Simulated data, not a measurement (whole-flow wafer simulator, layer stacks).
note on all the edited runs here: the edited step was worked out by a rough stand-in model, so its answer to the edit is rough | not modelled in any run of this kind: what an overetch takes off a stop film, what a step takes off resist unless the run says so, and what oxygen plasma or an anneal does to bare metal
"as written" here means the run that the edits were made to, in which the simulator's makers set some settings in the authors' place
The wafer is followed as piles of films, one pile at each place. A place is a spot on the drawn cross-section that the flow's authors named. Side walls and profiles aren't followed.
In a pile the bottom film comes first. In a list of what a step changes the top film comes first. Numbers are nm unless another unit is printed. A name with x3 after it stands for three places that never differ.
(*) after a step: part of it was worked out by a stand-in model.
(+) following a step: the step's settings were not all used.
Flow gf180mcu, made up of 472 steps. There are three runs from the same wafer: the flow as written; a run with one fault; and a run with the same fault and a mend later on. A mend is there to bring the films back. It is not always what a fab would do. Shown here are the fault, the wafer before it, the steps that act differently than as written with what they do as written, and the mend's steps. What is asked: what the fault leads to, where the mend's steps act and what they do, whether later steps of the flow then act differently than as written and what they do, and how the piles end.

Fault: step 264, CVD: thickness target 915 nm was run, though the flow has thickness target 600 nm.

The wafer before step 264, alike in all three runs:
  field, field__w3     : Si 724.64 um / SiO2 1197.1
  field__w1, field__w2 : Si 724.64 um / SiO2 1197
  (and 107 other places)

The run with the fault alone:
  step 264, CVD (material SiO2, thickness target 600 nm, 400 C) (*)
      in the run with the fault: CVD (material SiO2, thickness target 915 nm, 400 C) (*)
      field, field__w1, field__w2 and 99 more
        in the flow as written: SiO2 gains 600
        in the run with the fault: SiO2 gains 915
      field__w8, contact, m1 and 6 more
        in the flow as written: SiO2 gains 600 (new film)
        in the run with the fault: SiO2 gains 915 (new film)
  Steps later in the flow that act otherwise than as written:
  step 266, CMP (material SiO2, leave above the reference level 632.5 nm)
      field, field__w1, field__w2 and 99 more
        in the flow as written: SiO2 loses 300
        in the run with the fault: SiO2 loses 615
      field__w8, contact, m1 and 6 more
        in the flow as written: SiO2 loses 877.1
        in the run with the fault: SiO2 loses 1192.1
  At every place that both follow, the piles at the end match the flow's.

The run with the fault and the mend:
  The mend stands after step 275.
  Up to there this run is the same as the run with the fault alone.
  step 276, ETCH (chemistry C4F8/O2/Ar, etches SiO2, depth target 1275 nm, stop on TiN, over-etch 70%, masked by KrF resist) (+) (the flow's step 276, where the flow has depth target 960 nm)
      field, field__w1, field__w2 and 107 more
        KrF resist loses 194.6
      contact
        SiO2 loses 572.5 (all of it)
  Later steps of the flow that are run all act as written at every place that is followed, up to a difference of at most 2% or 0.5 nm, whichever is larger.
  At every place that both follow, the piles at the end match the flow's.
